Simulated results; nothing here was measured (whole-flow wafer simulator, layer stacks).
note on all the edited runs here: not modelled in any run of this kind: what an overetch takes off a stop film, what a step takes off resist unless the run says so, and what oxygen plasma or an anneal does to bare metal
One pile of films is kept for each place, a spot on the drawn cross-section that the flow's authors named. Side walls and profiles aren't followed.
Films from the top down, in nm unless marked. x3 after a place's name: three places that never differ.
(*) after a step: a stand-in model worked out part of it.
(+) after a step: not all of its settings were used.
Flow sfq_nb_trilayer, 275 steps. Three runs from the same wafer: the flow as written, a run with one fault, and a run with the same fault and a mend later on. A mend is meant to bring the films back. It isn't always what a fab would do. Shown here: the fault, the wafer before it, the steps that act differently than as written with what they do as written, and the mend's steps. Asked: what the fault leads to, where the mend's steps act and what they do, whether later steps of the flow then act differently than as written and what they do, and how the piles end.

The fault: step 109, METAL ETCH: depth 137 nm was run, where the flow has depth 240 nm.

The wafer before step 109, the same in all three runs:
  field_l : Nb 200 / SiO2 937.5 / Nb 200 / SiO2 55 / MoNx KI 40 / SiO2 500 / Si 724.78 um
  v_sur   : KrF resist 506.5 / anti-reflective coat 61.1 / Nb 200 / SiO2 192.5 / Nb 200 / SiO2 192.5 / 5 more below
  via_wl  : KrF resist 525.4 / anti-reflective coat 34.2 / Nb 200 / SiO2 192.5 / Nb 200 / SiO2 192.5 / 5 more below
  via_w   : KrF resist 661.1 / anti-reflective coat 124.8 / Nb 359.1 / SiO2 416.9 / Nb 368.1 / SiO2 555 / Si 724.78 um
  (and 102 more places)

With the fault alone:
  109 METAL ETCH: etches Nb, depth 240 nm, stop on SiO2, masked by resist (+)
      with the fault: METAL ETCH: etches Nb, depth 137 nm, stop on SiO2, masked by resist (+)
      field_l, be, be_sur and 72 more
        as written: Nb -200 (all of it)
        with the fault: Nb -137
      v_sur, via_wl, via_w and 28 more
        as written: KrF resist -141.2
        with the fault: KrF resist -80.6
  Later steps of the flow that act differently than as written:
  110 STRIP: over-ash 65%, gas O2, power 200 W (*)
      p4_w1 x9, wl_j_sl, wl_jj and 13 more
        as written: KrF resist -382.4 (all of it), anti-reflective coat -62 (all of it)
        with the fault: KrF resist -443 (all of it), anti-reflective coat -62 (all of it)
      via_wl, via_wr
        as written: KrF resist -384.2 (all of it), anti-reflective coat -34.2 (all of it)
        with the fault: KrF resist -444.8 (all of it), anti-reflective coat -34.2 (all of it)
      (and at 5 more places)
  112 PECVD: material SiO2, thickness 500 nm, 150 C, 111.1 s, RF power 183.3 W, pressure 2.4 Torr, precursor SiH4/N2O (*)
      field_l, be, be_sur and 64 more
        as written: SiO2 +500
        with the fault: SiO2 +500 (new film)
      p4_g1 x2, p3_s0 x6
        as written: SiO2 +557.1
        with the fault: SiO2 +500 (new film)
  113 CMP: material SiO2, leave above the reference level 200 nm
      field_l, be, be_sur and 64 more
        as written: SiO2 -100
        with the fault: SiO2 -163
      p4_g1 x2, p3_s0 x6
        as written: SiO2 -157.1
        with the fault: SiO2 -163
  At the end the piles differ from the flow's by more than 2% or 0.5 nm, whichever is larger, at field_l, be, be_sur and 72 more.
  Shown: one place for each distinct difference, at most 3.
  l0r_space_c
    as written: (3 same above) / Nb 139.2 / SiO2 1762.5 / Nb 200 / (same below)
    with the fault: (3 same above) / Nb 139.2 / SiO2 722 / Nb 63 / SiO2 977.5 / Nb 200 / (same below)
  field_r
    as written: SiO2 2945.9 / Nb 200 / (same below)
    with the fault: SiO2 1905.4 / Nb 63 / SiO2 977.5 / Nb 200 / (same below)
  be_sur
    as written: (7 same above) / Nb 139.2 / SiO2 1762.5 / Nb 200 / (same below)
    with the fault: (7 same above) / Nb 139.2 / SiO2 722 / Nb 63 / SiO2 977.5 / Nb 200 / (same below)

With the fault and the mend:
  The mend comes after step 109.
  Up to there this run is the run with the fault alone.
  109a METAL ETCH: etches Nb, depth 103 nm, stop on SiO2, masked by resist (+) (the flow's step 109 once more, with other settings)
      field_l, be, be_sur and 72 more
        Nb -63 (all of it)
      v_sur, via_wl, via_w and 28 more
        KrF resist -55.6
  No later step of the flow acts differently than as written, at any place that is followed, by more than 2% or 0.5 nm, whichever is larger.
  At the end the piles are the same as the flow's at every place that both follow.
